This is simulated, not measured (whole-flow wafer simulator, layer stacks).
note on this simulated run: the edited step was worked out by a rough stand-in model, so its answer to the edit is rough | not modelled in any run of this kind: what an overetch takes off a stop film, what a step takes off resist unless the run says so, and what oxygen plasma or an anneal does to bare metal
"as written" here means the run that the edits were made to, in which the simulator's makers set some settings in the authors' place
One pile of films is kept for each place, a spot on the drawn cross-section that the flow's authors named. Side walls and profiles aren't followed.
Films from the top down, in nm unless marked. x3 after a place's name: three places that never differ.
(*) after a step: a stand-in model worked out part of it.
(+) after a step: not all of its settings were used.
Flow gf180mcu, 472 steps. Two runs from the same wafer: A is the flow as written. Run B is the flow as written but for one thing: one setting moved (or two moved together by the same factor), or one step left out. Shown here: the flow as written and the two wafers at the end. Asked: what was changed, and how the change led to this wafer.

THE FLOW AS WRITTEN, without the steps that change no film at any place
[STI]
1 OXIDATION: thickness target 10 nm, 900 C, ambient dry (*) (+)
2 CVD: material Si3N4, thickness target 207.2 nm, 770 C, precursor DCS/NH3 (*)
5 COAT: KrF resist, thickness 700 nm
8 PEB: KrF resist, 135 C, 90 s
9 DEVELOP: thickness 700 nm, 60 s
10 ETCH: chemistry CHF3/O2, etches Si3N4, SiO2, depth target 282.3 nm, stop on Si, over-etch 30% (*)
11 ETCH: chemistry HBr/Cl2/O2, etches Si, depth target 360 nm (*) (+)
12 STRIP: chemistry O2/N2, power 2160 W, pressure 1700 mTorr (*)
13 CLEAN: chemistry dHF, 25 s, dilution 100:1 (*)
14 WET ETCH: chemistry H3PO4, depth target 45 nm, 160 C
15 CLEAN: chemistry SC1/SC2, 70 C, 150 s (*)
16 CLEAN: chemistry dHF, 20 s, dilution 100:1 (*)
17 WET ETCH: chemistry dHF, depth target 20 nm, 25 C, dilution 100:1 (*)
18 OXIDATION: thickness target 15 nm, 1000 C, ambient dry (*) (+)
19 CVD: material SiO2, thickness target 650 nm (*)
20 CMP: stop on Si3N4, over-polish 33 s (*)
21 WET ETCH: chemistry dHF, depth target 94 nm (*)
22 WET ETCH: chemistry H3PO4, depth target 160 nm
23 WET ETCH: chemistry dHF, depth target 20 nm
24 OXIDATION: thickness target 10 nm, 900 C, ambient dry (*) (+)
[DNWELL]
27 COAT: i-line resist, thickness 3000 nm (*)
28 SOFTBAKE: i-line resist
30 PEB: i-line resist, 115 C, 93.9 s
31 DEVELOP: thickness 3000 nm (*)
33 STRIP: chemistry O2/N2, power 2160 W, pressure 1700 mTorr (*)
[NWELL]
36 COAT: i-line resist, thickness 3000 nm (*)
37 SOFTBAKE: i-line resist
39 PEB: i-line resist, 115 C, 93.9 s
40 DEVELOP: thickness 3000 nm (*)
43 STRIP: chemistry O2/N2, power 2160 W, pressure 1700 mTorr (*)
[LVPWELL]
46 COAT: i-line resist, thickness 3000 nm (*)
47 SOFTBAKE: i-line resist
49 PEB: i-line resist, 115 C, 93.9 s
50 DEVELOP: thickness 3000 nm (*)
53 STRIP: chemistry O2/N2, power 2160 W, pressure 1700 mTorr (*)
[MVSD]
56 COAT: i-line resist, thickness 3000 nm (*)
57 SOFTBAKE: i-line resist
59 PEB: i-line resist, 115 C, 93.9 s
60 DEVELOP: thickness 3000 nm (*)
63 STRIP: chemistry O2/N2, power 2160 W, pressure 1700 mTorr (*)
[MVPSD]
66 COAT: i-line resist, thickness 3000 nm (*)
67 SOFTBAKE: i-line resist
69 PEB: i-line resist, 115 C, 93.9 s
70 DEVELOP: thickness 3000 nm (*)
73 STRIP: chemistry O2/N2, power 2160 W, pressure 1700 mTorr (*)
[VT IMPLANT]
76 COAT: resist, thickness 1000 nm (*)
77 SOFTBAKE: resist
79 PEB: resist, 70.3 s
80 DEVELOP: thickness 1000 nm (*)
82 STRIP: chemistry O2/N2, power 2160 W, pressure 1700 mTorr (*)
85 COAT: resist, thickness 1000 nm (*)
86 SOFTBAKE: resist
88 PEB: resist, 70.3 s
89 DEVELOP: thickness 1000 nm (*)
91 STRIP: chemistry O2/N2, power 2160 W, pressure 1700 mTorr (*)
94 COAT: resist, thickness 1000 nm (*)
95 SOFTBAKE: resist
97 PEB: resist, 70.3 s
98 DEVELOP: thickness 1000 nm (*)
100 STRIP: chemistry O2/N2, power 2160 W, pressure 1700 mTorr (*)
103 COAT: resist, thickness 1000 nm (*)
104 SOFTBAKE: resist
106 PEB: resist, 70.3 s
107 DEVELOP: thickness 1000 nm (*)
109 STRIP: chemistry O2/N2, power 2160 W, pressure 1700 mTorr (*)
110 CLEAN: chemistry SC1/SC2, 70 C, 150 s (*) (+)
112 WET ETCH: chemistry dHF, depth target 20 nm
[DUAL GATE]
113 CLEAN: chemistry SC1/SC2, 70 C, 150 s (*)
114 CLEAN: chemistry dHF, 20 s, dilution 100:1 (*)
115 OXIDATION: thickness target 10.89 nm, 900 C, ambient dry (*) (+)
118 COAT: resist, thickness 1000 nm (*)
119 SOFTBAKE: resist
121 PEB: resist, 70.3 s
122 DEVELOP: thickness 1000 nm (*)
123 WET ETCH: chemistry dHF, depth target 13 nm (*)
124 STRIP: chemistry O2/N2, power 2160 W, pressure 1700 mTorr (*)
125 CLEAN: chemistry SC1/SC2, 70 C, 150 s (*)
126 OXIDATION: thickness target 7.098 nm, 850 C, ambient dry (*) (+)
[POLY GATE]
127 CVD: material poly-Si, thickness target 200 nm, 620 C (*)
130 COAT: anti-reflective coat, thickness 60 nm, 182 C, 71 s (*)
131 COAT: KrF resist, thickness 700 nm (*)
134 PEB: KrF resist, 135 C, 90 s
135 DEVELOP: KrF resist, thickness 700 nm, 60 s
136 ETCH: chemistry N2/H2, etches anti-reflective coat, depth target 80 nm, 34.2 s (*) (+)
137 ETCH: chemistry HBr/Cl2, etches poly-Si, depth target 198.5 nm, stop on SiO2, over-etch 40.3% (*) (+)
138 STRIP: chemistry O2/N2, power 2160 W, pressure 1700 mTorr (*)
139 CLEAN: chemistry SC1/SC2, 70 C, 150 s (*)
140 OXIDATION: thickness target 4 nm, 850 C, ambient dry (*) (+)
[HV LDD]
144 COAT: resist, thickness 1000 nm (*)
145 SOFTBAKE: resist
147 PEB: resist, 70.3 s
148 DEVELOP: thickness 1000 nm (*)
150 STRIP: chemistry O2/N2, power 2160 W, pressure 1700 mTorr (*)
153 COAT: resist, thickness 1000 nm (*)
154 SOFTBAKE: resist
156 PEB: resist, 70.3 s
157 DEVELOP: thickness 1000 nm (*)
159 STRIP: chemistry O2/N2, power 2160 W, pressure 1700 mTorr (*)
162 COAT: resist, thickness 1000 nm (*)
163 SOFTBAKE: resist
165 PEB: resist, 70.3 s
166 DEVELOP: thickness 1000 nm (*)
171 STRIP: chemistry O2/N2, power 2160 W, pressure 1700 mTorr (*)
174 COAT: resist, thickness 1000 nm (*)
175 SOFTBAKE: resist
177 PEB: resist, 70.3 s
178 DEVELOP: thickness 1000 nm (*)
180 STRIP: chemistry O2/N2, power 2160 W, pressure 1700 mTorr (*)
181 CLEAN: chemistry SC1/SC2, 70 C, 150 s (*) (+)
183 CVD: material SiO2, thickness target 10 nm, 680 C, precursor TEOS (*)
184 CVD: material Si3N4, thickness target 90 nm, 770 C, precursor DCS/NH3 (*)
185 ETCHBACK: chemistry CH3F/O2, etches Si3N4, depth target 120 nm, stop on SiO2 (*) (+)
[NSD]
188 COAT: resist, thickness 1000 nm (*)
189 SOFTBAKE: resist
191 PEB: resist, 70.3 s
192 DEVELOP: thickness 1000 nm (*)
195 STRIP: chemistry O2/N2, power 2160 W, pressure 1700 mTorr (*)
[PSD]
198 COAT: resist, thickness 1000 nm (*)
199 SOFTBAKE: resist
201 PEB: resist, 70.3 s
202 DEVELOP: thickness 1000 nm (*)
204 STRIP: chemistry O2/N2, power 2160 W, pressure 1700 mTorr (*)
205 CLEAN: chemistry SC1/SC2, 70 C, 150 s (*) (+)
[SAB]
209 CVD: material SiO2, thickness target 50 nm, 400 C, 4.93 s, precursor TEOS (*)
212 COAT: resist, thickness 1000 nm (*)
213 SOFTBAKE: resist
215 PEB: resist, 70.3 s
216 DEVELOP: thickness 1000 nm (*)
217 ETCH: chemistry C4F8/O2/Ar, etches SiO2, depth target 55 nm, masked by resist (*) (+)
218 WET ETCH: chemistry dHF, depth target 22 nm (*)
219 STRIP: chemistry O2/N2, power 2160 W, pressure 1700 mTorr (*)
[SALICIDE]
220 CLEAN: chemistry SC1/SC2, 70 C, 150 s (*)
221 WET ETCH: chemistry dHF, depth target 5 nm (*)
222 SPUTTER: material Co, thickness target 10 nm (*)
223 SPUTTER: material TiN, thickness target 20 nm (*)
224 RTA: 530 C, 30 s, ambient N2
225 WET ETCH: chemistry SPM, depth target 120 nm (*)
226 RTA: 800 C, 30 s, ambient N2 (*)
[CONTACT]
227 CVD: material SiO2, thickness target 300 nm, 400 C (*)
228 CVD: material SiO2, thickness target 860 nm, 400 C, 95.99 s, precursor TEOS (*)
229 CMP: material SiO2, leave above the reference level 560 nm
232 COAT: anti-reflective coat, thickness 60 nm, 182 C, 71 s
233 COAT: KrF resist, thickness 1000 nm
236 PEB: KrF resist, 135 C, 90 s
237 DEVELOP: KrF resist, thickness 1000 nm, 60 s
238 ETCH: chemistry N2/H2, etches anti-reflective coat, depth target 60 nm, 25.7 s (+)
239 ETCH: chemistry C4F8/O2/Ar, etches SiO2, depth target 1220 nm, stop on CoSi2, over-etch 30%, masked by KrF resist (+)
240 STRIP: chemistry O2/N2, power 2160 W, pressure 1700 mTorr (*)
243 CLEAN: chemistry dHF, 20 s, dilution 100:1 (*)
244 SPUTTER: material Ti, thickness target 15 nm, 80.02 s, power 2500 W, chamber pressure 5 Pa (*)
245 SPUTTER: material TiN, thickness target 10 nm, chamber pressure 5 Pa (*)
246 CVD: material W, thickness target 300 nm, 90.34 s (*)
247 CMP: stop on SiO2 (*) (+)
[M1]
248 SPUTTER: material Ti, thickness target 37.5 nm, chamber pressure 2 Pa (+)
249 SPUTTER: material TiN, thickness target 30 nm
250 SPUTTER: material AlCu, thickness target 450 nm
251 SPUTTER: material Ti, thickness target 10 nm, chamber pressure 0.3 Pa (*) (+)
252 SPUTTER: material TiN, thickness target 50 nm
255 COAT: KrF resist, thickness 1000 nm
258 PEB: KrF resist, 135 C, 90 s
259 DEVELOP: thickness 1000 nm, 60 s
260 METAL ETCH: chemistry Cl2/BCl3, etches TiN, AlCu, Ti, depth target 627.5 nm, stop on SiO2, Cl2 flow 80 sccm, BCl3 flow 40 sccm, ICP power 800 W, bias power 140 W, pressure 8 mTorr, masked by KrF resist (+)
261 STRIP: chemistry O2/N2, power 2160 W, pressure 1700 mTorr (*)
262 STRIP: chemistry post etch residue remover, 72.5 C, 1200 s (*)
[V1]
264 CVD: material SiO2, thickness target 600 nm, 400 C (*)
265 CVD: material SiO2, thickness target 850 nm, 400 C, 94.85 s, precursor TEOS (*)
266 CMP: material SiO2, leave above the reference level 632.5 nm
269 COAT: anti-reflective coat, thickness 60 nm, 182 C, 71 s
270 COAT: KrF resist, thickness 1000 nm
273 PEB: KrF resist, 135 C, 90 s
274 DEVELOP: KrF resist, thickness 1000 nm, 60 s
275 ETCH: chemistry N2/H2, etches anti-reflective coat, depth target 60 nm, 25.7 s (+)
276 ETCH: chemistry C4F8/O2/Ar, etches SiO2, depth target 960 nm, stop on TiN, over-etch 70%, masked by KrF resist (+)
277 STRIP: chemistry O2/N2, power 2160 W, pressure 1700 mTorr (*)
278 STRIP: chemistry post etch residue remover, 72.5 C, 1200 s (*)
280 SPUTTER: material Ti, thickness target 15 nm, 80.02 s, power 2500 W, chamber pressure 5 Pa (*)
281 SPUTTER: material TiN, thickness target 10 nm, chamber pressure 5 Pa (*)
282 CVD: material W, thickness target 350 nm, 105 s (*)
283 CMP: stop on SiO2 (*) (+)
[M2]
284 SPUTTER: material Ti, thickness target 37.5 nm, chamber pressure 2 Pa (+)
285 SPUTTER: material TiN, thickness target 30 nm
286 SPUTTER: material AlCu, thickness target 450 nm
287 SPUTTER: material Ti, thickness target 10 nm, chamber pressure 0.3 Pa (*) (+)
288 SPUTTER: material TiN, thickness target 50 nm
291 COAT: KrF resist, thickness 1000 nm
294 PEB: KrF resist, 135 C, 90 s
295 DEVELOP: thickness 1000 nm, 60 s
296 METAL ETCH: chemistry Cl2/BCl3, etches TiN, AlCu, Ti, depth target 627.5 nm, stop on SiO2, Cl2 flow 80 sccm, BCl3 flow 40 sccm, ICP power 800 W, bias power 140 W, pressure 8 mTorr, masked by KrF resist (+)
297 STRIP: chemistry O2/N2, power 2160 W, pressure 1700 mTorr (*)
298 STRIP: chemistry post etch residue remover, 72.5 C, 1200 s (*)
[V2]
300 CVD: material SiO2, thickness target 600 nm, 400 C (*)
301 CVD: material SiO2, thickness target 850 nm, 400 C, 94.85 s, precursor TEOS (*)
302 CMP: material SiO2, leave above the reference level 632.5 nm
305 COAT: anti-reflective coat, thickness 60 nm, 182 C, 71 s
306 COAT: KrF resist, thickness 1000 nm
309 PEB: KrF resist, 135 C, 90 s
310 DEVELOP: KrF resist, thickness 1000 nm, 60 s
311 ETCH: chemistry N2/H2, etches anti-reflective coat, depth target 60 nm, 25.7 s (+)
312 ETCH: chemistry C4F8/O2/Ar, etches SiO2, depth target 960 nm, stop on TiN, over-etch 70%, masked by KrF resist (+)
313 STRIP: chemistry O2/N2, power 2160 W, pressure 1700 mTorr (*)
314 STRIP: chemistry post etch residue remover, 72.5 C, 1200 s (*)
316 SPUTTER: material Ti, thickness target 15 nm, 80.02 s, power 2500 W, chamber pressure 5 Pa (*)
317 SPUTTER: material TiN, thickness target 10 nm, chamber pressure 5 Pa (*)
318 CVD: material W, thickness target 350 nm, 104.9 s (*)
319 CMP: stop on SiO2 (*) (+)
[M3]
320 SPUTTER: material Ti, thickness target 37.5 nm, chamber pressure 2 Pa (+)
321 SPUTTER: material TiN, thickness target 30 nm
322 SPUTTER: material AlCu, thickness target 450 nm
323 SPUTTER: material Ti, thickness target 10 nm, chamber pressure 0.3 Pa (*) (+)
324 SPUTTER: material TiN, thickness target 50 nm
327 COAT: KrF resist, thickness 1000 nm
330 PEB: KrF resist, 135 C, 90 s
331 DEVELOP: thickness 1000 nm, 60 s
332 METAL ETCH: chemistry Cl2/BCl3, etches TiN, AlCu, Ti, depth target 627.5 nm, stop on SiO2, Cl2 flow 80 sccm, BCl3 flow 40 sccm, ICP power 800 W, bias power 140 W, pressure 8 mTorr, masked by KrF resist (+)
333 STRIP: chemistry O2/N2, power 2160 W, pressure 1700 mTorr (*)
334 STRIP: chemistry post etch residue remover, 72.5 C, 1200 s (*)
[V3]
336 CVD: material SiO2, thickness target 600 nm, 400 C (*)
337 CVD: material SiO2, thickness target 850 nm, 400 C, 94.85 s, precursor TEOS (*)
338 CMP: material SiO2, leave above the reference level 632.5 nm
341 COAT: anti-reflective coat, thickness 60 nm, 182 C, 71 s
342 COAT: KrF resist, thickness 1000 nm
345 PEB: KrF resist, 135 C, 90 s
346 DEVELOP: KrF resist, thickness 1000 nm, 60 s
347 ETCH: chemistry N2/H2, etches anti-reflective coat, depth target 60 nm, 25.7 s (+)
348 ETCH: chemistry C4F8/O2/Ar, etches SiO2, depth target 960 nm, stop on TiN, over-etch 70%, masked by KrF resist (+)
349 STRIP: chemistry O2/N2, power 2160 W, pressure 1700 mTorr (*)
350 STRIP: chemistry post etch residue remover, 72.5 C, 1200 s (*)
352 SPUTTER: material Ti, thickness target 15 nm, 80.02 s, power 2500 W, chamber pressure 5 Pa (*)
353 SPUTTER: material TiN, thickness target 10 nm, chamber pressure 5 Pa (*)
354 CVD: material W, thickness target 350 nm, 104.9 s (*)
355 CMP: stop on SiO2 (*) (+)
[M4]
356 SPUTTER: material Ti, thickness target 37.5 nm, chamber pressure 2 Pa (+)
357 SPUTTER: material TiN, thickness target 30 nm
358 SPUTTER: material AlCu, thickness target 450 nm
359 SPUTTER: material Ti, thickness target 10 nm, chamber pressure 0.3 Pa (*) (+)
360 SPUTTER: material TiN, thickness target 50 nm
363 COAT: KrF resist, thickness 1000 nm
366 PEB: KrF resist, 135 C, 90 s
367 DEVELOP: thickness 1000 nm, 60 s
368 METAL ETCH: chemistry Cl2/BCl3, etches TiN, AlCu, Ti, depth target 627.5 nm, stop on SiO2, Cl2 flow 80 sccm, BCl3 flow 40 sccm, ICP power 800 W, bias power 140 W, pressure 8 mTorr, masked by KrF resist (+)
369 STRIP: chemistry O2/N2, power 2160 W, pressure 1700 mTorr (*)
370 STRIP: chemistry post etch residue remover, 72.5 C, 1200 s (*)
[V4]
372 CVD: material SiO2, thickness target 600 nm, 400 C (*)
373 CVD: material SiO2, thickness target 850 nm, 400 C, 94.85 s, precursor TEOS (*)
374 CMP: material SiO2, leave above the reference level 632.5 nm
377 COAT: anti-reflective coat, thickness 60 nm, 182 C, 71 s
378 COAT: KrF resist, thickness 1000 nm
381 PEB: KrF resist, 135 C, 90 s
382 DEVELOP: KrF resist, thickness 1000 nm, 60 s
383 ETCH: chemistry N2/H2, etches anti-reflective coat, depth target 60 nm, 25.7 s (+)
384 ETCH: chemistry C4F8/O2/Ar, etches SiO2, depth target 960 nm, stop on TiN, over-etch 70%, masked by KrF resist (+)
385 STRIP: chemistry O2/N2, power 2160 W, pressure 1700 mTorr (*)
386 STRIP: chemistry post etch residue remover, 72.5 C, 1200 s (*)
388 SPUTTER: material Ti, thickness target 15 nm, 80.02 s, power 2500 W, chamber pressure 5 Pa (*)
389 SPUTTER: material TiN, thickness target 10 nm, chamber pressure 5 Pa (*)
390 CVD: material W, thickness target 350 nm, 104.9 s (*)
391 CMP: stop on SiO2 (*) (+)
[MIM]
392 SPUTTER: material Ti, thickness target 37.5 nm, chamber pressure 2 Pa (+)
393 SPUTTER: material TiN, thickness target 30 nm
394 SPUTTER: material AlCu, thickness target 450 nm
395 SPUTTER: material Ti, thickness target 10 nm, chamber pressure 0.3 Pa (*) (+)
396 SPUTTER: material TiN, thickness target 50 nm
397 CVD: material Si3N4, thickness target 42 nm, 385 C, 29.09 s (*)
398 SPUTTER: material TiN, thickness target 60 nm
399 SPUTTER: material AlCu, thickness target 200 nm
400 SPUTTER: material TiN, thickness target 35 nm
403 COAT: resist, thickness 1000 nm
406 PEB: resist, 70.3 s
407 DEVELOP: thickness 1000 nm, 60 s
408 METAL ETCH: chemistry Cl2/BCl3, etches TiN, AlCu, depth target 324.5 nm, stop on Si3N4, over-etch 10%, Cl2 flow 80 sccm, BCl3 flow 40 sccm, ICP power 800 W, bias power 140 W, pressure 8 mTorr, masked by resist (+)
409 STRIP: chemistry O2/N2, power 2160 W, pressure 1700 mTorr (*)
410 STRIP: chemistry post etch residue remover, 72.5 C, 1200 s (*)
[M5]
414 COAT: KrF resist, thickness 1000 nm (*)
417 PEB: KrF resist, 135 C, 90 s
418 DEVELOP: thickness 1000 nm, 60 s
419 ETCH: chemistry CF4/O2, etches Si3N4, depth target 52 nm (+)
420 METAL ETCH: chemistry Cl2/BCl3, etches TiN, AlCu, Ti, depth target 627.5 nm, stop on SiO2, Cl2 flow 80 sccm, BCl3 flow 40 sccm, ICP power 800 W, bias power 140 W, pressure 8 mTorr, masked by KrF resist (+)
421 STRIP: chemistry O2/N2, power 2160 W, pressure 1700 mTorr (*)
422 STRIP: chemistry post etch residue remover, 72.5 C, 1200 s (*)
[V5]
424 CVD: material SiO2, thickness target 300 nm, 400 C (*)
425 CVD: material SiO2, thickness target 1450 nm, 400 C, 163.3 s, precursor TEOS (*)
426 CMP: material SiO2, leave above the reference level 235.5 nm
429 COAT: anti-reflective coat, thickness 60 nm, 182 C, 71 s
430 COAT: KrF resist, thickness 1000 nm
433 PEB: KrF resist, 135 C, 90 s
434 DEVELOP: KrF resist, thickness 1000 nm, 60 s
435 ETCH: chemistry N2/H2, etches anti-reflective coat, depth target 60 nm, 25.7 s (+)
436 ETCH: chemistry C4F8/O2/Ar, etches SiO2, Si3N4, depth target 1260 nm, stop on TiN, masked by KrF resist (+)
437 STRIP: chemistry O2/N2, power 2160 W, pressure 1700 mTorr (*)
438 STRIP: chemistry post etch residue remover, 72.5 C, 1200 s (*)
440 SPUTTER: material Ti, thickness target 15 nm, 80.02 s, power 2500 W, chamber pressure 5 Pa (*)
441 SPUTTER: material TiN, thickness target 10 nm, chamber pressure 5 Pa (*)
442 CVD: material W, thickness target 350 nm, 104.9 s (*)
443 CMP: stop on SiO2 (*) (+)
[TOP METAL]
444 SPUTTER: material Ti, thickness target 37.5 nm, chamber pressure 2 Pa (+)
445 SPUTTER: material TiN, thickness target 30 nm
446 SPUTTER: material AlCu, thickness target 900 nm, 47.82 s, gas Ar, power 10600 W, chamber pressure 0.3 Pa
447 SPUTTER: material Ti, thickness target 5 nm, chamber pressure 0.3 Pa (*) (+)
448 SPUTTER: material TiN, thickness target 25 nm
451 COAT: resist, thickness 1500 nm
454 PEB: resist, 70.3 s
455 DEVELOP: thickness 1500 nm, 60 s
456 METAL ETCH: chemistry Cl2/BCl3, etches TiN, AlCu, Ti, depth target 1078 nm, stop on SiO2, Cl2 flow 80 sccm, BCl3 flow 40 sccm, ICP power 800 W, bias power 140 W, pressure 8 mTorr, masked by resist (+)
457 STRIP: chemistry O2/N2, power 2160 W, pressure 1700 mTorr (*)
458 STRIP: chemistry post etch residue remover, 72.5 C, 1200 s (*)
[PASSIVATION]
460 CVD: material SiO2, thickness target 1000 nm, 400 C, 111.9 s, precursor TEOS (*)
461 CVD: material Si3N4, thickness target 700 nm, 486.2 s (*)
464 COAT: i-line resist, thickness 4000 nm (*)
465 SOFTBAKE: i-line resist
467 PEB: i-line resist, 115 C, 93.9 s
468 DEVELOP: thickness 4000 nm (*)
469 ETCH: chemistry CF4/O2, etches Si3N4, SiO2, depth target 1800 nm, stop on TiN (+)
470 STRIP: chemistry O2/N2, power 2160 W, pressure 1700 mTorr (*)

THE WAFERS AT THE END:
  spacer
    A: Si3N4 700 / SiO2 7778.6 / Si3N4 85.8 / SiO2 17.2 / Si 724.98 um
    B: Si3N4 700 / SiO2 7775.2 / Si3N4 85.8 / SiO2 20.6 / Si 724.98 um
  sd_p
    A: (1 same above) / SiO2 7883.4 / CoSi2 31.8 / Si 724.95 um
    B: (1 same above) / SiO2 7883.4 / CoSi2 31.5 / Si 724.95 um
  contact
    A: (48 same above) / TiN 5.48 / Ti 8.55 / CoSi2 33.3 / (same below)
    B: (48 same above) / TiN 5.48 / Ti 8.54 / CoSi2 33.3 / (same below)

The cause: step 183, CVD: thickness target 13.4 nm was run, where the flow has thickness target 10 nm.

How the change led to this, step by step:
  183 CVD: material SiO2, thickness target 10 nm, 680 C, precursor TEOS (*)
      field, field__w1, field__w2 and 99 more: A SiO2 +10 | B SiO2 +13.4
      ld_drift_p: A SiO2 +9.87 | B SiO2 +13.2
      (and at 1 more place)
  189 SOFTBAKE: resist
      field__w9: A resist +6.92 | B resist -3.06
  199 SOFTBAKE: resist
      field__w9: A resist +6.92 | B resist -3.06
  218 WET ETCH: chemistry dHF, depth target 22 nm (*)
      gate, gate_hv, gate_p and 23 more: A SiO2 -5.48 (all of it) | B SiO2 -8.88 (all of it)
      active, p_well, sd_n, iso_ptap_pw, iso_ntap_nw, iso_ptap_sub, vpnp_e: A SiO2 -9.01 (all of it) | B SiO2 -12.4 (all of it)
      (and at 17 more places)
